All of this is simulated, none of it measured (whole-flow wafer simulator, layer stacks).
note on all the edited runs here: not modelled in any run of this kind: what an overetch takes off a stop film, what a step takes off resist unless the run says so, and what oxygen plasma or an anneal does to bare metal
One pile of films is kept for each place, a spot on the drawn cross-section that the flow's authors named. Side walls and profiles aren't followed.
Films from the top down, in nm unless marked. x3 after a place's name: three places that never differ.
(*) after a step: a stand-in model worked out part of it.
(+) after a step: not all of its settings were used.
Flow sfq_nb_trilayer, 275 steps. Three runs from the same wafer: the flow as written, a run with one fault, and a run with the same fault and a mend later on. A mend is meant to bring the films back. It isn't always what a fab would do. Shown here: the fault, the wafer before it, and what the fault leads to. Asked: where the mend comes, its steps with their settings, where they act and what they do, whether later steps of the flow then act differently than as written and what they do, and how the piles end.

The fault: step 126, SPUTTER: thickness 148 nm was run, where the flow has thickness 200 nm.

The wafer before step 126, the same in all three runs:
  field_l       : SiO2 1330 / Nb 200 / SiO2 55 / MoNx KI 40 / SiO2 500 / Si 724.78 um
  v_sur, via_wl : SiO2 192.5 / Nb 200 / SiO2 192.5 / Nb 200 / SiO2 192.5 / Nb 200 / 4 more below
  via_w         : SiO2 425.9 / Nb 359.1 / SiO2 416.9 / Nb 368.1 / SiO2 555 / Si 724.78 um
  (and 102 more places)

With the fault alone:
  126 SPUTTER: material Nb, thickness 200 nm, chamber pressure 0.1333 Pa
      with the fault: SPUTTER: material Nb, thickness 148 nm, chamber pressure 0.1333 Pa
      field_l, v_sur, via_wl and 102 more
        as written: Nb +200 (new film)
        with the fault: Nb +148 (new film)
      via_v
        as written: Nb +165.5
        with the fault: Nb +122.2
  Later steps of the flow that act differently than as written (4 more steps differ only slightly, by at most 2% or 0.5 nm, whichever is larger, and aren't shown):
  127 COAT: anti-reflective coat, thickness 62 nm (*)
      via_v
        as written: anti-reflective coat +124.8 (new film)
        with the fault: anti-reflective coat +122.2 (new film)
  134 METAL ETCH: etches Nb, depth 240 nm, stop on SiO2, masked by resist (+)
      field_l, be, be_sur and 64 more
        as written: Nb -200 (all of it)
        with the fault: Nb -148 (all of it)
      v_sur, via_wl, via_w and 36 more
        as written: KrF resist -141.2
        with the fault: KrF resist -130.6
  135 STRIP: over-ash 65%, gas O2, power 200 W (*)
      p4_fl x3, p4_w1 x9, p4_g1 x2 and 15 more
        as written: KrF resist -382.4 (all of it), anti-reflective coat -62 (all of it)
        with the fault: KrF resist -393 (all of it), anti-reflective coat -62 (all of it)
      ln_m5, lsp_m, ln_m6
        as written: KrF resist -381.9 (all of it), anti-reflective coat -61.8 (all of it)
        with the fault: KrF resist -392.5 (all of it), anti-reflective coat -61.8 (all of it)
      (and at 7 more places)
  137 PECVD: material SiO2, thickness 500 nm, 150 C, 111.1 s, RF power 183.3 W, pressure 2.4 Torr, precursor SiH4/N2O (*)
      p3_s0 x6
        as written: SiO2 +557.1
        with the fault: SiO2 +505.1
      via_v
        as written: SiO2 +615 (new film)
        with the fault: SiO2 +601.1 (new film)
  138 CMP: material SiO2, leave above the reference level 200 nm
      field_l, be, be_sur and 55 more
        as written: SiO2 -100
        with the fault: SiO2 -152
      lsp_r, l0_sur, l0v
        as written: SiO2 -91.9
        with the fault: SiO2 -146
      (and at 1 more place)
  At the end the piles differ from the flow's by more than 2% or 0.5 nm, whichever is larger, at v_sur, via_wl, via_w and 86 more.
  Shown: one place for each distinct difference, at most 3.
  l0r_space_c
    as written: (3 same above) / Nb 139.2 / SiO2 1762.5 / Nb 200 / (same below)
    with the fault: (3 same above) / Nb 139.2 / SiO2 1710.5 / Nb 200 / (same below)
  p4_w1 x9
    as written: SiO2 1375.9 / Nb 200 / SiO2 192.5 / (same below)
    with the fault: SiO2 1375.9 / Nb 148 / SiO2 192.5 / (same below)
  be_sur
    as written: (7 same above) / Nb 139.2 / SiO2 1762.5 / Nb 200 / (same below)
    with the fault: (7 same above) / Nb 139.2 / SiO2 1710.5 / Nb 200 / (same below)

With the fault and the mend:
  The mend comes after step 126.
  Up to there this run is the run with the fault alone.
  126a SPUTTER: material Nb, thickness 52 nm, chamber pressure 0.1333 Pa (the flow's step 126 once more, with other settings)
      field_l, v_sur, via_wl and 102 more
        Nb +52
      via_v
        Nb +40.5
  No later step of the flow acts differently than as written, at any place that is followed, by more than 2% or 0.5 nm, whichever is larger.
  At the end the piles differ from the flow's only slightly at the places that both follow, by at most 2% or 0.5 nm, whichever is larger.
